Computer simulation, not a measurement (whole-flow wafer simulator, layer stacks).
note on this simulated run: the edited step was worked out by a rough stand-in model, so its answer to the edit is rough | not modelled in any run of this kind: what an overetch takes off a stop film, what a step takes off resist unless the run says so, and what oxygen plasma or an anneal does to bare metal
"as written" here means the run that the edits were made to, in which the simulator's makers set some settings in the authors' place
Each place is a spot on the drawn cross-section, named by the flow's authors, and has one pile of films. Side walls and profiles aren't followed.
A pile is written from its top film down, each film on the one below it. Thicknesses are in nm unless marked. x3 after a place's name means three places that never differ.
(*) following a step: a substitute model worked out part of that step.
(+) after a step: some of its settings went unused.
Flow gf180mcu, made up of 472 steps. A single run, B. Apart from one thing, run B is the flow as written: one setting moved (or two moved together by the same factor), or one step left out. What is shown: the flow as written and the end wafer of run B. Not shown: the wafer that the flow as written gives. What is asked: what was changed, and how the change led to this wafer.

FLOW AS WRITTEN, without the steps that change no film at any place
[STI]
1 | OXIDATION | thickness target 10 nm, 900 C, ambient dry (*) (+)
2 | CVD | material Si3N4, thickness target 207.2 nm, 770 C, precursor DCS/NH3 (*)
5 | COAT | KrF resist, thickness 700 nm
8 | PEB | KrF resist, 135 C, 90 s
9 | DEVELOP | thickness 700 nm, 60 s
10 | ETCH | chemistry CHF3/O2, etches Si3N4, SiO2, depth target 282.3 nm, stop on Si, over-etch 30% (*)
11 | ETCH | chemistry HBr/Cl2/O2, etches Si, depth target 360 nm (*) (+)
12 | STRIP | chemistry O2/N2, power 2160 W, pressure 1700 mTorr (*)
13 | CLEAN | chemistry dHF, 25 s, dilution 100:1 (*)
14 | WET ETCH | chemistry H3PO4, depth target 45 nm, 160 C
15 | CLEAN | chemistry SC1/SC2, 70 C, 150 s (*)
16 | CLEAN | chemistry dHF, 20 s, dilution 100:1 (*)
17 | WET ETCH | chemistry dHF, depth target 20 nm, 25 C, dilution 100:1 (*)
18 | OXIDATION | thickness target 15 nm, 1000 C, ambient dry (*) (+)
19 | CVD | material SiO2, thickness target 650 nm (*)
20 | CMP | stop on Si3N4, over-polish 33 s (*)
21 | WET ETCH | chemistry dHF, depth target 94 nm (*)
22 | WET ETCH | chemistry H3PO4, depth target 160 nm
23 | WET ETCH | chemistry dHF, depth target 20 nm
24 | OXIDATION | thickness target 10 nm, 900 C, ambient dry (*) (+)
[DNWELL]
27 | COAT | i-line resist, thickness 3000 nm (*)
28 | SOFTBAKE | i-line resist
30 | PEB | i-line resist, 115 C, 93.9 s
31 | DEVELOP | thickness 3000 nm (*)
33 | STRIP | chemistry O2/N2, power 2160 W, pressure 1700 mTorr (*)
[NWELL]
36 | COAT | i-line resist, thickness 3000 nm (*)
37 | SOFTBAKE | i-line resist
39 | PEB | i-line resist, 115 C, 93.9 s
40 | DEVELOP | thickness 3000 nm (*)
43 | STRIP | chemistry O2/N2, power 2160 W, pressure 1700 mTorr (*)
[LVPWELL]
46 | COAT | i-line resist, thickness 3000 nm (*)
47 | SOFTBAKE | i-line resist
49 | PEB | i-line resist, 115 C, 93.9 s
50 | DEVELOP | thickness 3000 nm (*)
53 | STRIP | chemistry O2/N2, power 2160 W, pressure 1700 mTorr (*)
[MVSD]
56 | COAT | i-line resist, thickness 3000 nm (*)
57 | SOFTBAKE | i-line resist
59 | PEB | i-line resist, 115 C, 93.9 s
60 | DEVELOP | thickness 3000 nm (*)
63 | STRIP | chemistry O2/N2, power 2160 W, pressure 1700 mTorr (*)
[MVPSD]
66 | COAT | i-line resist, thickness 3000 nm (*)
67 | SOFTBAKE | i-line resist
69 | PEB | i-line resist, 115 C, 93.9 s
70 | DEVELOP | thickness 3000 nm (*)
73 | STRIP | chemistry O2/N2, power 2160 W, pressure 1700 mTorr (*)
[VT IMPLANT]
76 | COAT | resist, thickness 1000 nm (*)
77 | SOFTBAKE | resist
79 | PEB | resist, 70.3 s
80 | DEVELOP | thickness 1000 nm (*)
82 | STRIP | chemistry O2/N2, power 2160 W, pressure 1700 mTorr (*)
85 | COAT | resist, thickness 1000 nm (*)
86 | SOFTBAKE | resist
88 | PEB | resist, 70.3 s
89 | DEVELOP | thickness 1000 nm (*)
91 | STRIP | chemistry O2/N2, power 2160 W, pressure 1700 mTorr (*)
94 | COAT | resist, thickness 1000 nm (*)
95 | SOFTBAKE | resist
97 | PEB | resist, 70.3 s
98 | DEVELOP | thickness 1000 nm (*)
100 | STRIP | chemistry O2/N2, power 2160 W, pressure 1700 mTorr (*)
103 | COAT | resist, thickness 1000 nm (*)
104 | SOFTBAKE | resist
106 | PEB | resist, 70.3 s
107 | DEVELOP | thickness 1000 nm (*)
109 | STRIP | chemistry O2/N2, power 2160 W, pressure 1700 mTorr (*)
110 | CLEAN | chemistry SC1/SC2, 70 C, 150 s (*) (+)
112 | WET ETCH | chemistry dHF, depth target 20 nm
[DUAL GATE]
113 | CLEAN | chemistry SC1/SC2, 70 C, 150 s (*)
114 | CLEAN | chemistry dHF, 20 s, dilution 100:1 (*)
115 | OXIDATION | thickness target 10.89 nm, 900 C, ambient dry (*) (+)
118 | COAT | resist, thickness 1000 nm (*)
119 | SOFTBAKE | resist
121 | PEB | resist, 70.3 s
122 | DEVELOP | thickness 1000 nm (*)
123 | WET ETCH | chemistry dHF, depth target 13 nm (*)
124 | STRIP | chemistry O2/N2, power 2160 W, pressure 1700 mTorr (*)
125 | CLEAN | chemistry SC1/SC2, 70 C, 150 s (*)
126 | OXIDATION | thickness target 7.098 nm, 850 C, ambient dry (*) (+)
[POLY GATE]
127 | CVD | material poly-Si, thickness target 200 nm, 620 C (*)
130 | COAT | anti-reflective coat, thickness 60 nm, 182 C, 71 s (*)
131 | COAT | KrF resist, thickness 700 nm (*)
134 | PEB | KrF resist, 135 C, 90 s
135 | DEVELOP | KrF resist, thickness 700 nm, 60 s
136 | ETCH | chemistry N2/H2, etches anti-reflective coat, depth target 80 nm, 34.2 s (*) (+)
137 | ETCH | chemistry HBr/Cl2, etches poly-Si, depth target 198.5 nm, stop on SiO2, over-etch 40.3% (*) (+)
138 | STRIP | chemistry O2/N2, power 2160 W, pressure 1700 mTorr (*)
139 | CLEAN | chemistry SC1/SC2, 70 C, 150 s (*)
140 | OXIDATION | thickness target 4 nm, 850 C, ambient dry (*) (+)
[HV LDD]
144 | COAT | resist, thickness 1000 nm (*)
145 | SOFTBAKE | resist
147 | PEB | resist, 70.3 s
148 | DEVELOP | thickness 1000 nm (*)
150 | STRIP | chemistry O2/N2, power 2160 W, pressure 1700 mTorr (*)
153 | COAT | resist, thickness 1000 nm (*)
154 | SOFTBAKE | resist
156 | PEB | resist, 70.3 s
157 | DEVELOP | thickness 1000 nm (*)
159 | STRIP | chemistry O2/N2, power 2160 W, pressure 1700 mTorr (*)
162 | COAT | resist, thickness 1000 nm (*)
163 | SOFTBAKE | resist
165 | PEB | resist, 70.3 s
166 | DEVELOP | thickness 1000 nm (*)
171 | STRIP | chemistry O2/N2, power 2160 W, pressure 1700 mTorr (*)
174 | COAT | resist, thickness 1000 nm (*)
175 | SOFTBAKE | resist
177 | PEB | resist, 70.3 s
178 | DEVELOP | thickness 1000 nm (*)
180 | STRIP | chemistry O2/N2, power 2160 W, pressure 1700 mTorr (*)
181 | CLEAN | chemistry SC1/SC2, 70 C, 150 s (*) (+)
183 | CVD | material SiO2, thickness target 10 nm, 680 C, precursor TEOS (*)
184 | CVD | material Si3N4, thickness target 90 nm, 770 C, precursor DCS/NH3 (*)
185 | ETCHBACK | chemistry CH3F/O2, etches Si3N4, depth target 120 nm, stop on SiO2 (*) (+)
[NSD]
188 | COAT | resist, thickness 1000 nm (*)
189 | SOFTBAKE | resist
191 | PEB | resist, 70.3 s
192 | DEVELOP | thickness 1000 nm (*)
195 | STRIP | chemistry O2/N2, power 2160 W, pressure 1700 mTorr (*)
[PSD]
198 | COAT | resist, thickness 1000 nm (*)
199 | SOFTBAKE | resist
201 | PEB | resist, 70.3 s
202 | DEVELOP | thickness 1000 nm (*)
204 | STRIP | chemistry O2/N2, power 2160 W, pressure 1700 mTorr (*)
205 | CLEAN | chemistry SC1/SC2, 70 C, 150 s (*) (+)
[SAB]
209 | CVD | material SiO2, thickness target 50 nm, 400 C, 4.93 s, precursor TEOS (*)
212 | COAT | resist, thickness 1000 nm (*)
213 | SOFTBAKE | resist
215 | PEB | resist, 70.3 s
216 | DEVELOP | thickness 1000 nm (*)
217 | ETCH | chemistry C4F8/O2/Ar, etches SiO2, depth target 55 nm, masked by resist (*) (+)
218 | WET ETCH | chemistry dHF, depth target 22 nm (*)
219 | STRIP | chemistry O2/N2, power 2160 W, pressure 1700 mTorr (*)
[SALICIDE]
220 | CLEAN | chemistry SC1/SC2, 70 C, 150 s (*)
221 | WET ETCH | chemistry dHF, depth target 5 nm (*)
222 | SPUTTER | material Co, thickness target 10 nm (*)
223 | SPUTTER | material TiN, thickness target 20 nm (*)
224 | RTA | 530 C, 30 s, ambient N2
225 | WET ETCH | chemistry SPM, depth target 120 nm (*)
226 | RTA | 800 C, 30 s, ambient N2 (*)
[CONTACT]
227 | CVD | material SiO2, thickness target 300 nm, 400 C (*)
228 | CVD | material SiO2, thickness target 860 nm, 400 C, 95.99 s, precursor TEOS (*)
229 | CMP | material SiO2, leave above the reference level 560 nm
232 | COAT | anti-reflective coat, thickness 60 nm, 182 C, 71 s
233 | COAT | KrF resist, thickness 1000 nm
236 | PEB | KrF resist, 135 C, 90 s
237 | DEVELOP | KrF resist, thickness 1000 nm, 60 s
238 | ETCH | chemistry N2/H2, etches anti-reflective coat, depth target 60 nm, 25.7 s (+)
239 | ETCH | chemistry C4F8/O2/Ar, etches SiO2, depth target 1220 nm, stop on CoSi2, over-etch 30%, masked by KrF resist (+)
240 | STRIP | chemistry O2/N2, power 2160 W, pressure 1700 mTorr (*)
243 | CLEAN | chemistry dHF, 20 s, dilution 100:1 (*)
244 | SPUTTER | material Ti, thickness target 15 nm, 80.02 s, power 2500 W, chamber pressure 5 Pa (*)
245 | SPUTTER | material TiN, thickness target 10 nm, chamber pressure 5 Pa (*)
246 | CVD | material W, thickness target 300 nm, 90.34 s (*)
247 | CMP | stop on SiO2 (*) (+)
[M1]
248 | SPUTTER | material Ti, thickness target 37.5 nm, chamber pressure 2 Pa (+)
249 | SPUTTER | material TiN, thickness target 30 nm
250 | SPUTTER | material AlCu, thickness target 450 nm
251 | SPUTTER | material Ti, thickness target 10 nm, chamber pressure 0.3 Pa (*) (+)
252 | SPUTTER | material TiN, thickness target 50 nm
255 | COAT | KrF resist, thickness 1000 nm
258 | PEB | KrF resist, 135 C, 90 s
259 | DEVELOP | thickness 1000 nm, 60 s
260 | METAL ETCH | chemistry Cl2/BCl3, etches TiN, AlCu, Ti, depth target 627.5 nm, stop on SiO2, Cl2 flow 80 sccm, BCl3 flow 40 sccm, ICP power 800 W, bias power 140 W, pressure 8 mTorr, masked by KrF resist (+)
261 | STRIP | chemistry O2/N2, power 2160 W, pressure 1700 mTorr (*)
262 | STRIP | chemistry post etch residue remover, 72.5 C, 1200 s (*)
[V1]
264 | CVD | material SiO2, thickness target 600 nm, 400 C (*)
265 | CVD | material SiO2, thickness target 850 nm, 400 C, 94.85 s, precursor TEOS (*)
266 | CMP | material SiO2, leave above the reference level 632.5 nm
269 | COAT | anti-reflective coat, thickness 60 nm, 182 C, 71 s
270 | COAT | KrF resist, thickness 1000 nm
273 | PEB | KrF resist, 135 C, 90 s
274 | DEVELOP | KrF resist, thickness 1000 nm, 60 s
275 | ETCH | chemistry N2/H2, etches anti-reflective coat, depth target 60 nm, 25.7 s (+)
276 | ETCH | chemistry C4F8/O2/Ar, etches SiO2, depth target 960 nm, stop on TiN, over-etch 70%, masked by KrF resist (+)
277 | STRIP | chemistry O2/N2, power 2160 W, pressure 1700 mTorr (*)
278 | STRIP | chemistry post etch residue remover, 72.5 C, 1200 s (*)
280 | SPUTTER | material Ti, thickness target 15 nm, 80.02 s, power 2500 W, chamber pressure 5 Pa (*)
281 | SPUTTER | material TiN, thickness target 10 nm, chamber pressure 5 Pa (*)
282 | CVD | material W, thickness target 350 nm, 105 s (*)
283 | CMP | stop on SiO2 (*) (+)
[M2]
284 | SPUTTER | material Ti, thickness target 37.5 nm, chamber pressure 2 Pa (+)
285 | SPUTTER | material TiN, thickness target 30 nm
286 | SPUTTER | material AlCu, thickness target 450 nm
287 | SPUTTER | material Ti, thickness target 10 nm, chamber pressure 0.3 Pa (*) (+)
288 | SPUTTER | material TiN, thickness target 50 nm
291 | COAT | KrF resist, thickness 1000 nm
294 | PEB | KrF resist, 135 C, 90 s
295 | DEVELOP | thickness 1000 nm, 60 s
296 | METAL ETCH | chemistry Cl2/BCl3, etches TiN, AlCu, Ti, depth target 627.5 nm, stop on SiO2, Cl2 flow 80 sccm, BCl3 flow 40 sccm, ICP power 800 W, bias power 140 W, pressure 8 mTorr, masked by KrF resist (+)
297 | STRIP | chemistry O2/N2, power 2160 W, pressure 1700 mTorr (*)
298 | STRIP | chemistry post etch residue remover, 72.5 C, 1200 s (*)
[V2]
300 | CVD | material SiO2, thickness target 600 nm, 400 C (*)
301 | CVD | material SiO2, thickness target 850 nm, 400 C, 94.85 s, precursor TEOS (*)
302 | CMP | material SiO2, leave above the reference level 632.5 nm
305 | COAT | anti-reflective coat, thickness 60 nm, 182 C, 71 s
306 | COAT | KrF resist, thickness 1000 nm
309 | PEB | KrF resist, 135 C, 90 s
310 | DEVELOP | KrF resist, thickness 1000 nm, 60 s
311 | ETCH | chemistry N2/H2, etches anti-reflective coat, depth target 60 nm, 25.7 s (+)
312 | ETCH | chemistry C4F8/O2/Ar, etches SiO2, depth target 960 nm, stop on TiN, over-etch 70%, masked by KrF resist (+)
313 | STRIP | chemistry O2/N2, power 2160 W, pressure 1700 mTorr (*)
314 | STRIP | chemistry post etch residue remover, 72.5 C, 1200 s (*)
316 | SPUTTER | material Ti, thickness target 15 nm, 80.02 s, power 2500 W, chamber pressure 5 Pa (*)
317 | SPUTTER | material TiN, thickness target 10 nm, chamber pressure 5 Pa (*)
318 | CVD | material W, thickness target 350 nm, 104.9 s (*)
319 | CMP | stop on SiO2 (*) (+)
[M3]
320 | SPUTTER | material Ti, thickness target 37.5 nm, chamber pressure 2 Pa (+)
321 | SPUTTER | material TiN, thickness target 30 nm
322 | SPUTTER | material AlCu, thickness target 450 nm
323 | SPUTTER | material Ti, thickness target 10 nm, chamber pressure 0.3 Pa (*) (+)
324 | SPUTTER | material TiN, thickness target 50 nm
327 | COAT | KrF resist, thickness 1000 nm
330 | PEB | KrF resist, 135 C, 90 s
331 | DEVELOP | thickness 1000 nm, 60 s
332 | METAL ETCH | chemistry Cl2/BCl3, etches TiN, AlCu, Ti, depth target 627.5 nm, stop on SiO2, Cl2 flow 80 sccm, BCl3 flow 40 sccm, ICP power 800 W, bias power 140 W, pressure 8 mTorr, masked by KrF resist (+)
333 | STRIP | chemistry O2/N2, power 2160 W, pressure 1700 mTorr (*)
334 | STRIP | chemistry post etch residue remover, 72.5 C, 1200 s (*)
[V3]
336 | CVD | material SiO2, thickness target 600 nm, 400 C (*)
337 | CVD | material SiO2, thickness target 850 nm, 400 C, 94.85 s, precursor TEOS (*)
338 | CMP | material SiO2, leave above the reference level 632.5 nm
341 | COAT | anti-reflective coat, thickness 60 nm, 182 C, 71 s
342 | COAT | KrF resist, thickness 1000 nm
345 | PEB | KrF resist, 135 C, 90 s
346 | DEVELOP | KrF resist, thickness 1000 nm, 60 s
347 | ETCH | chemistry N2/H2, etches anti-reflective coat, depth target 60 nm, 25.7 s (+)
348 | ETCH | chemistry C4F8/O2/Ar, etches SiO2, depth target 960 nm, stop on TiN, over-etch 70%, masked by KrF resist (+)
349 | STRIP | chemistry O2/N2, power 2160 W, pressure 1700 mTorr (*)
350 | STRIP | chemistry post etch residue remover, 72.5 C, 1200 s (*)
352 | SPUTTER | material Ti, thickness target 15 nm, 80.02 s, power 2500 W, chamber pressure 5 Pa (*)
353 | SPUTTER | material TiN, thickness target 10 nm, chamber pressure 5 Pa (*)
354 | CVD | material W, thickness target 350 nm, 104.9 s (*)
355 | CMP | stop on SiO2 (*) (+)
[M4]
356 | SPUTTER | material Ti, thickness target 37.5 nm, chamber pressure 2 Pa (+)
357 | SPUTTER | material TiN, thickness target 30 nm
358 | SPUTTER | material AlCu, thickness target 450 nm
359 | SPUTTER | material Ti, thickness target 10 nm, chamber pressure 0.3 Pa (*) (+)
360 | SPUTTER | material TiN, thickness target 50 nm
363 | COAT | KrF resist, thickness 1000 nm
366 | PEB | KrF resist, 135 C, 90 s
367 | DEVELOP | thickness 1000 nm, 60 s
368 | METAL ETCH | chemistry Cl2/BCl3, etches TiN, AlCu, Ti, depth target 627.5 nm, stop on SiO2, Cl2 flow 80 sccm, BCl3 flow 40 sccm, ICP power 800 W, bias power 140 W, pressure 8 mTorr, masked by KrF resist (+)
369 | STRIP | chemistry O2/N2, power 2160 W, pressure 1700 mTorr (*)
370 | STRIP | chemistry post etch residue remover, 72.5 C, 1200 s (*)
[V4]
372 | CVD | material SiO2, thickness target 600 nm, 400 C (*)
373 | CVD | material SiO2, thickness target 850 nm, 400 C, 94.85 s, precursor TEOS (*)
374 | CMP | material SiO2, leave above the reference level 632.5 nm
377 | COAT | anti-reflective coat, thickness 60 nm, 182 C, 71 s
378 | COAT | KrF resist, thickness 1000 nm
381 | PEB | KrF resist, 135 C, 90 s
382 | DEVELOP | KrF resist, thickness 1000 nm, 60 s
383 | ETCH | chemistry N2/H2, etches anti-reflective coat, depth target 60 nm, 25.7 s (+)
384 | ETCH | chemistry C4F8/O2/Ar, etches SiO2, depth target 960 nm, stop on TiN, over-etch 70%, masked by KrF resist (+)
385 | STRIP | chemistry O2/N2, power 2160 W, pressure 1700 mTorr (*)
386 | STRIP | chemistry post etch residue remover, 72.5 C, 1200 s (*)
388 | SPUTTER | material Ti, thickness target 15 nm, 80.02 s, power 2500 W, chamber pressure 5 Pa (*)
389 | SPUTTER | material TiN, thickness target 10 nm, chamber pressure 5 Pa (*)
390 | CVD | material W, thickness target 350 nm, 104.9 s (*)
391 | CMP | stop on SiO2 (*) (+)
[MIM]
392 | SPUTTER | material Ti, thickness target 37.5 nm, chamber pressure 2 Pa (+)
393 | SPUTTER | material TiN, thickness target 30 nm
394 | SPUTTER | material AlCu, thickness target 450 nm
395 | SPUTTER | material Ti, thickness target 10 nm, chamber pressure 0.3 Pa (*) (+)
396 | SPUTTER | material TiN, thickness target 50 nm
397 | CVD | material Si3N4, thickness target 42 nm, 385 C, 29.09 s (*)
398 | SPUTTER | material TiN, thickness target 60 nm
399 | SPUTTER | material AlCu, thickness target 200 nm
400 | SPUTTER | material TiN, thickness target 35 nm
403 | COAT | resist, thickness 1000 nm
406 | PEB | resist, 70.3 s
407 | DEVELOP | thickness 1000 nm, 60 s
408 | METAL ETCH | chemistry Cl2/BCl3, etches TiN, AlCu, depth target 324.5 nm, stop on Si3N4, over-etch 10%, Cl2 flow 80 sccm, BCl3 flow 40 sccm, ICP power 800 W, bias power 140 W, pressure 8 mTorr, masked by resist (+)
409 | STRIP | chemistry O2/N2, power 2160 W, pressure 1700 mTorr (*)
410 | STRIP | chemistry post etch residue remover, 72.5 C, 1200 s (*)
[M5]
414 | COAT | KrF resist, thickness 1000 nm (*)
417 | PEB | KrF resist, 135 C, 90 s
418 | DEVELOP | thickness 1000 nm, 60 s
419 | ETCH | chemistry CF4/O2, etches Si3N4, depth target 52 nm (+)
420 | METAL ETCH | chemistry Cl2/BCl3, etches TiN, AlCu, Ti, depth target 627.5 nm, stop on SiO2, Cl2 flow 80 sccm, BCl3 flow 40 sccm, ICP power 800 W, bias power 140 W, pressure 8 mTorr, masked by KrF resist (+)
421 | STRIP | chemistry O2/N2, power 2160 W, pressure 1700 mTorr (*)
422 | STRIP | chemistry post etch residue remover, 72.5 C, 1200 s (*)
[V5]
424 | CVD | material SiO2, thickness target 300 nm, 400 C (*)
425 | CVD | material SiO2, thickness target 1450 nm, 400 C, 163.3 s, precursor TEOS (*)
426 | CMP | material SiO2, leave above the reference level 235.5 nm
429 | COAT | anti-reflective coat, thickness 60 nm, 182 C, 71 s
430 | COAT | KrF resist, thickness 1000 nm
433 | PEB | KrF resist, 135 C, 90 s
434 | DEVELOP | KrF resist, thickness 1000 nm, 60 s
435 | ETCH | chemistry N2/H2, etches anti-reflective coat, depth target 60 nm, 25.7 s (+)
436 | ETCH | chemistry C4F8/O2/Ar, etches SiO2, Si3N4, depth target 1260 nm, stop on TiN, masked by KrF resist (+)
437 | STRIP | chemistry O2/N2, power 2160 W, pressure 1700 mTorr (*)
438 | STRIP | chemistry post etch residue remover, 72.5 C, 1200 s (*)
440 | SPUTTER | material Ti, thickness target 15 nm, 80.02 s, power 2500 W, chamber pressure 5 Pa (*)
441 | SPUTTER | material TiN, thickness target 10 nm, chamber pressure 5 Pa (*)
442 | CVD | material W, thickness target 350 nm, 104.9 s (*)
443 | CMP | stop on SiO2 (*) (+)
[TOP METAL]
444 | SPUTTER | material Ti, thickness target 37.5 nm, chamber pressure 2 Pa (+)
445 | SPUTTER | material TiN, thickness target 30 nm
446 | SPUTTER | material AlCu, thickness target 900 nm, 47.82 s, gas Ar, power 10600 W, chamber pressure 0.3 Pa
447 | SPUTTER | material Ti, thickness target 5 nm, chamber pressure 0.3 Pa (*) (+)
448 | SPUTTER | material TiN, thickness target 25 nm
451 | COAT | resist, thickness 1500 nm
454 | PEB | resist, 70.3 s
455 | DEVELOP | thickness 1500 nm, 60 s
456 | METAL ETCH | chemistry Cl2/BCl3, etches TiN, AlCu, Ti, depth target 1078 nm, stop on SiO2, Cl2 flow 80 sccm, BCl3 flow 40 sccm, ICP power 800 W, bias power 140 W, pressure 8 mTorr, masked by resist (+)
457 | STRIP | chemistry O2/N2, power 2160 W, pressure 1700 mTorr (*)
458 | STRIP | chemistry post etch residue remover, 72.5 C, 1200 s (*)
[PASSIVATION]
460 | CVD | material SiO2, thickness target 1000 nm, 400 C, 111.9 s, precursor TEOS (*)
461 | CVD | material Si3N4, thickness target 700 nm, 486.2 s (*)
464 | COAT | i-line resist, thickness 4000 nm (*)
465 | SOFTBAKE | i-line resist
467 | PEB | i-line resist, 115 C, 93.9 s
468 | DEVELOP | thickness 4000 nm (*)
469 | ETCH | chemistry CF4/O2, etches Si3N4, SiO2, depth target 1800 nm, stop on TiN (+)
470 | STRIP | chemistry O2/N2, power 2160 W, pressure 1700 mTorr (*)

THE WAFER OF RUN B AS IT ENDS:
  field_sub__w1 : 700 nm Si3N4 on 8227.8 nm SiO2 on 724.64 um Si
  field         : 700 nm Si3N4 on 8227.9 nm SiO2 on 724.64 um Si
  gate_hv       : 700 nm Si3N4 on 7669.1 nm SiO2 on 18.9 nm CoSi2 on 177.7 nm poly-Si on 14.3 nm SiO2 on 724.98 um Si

What caused this: step 222, SPUTTER: thickness target 5.4 nm was run, whereas the flow has thickness target 10 nm.

The path from the change to this, step by step:
  222 | SPUTTER | material Co, thickness target 10 nm (*)
      field, field__w7, field__w8 and 71 more: Co gains 5.4 (new film) (in the flow as written it would be: Co gains 10 (new film))
      field__w6, field_sub, field_sub__w2: Co gains 5.37 (new film) (in the flow as written it would be: Co gains 9.95 (new film))
      (also at 34 further places)
  224 | RTA | 530 C, 30 s, ambient N2
      gate, gate_hv, gate_p and 22 more: under 1 film: CoSi gains 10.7 (new film), Co loses 5.4 (all of it), poly-Si loses 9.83 (in the flow as written it would be: under 1 film: CoSi gains 19.9 (new film), Co loses 10 (all of it), poly-Si loses 18.2)
      active, p_well, sd_n and 11 more: under 1 film: CoSi gains 10.7 (new film), Co loses 5.4 (all of it), Si loses 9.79 (in the flow as written it would be: under 1 film: CoSi gains 19.9 (new film), Co loses 10 (all of it), Si loses 18.1)
      (also at 10 further places)
  225 | WET ETCH | chemistry SPM, depth target 120 nm (*)
      field, field__w7, field__w8 and 32 more: TiN loses 20 (all of it), Co loses 5.4 (all of it) (in the flow as written it would be: TiN loses 20 (all of it), Co loses 10 (all of it))
      field_sub, field_sub__w2: TiN loses 19.9 (all of it), Co loses 5.37 (all of it) (in the flow as written it would be: TiN loses 19.9 (all of it), Co loses 9.95 (all of it))
      (also at 25 further places)
  226 | RTA | 800 C, 30 s, ambient N2 (*)
      gate, gate_hv, gate_p and 22 more: CoSi2 gains 18.9 (new film), CoSi loses 10.7 (all of it), poly-Si loses 9.83 (in the flow as written it would be: CoSi2 gains 35 (new film), CoSi loses 19.9 (all of it), poly-Si loses 18.2)
      active, p_well, sd_n and 11 more: CoSi2 gains 18.9 (new film), CoSi loses 10.7 (all of it), Si loses 9.79 (in the flow as written it would be: CoSi2 gains 35 (new film), CoSi loses 19.9 (all of it), Si loses 18.1)
      (also at 10 further places)
